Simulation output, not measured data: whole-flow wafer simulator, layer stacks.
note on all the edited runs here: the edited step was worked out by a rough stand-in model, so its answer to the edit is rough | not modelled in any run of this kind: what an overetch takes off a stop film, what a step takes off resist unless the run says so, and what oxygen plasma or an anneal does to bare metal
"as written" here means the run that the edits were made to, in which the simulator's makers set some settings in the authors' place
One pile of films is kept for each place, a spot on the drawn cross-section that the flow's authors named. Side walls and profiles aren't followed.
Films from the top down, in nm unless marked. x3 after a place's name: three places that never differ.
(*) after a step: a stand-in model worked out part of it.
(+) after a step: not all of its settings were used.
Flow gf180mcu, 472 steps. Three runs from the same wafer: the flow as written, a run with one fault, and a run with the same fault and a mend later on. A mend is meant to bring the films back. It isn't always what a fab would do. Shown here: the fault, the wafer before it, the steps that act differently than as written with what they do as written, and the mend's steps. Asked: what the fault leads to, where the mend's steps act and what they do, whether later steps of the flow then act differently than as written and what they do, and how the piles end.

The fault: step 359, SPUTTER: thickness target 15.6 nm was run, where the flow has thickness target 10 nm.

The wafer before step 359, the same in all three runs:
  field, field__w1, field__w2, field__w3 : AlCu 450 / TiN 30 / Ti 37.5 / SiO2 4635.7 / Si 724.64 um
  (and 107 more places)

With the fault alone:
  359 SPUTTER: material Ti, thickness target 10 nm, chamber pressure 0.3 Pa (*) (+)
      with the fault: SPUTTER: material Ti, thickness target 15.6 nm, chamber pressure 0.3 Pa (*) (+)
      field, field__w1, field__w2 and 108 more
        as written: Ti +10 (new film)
        with the fault: Ti +15.6 (new film)
  Later steps of the flow that act differently than as written (5 more steps differ only slightly, by at most 2% or 0.5 nm, whichever is larger, and aren't shown):
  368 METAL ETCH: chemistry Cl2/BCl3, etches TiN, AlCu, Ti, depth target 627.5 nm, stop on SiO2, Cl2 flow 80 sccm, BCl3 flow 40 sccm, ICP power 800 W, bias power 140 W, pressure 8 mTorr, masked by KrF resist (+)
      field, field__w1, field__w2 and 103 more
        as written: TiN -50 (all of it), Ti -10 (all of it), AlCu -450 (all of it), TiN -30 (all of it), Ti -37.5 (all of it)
        with the fault: TiN -50 (all of it), Ti -15.6 (all of it), AlCu -450 (all of it), TiN -30 (all of it), Ti -37.5 (all of it)
  At the end the piles differ from the flow's by more than 2% or 0.5 nm, whichever is larger, at field__w8, contact, m1, m1__w1, m1_nw.
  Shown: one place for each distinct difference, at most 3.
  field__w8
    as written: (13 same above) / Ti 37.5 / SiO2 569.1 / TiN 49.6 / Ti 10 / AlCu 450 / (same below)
    with the fault: (13 same above) / Ti 37.5 / SiO2 563.5 / TiN 49.6 / Ti 15.6 / AlCu 450 / (same below)
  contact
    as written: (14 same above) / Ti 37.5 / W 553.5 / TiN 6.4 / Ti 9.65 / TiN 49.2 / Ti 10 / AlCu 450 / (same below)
    with the fault: (14 same above) / Ti 37.5 / W 547.8 / TiN 6.42 / Ti 9.68 / TiN 49.2 / Ti 15.6 / AlCu 450 / (same below)

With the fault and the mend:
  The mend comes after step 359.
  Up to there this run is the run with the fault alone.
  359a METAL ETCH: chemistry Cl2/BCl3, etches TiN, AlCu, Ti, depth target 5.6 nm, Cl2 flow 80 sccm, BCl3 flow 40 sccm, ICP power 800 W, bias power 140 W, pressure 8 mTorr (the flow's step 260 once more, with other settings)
      field, field__w1, field__w2 and 108 more
        Ti -5.6
  No later step of the flow acts differently than as written at any place that is followed.
  At the end the piles are the same as the flow's at every place that both follow.
